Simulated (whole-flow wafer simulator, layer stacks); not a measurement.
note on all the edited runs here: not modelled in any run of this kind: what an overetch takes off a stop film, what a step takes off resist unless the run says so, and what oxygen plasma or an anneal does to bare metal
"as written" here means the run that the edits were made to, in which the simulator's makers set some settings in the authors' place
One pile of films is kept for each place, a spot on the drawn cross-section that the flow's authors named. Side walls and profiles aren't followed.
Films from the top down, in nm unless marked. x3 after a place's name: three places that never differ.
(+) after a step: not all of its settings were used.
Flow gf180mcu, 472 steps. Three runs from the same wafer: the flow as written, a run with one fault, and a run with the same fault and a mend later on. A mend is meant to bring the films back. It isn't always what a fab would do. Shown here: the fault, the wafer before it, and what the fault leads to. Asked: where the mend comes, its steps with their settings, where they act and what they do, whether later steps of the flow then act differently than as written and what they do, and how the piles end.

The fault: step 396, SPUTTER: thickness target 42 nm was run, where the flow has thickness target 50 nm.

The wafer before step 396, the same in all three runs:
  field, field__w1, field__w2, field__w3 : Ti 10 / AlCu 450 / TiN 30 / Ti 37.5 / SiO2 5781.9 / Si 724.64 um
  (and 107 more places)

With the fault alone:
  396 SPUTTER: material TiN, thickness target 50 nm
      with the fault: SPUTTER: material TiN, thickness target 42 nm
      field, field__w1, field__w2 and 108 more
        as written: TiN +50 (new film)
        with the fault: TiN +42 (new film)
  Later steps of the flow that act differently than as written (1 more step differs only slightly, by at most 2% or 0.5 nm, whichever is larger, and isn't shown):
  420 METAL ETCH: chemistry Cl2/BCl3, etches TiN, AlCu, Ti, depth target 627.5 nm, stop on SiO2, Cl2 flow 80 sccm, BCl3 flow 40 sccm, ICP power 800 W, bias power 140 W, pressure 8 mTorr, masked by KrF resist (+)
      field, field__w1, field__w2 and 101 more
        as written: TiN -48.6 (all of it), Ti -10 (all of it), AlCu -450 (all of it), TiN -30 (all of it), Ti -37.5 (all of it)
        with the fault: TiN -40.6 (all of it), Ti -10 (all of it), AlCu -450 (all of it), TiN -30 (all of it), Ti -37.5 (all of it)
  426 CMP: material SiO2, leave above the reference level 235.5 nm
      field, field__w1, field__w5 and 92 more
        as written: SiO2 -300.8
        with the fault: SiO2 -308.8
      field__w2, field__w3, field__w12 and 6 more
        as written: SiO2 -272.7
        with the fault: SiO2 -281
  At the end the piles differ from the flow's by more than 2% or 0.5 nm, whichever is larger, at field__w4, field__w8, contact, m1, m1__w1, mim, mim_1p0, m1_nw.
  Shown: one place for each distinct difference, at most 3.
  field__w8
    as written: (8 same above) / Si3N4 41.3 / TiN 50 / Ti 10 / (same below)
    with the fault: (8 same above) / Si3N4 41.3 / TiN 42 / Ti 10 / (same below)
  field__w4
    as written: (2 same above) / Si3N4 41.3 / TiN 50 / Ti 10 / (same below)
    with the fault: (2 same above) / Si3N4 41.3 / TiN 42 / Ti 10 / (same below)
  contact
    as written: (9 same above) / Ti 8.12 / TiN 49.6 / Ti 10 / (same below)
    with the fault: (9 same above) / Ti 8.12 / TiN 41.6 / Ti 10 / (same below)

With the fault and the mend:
  The mend comes after step 396.
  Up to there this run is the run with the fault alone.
  396a SPUTTER: material TiN, thickness target 8 nm (the flow's step 396 once more, with other settings)
      field, field__w1, field__w2 and 108 more
        TiN +8
  No later step of the flow acts differently than as written at any place that is followed.
  At the end the piles are the same as the flow's at every place that both follow.
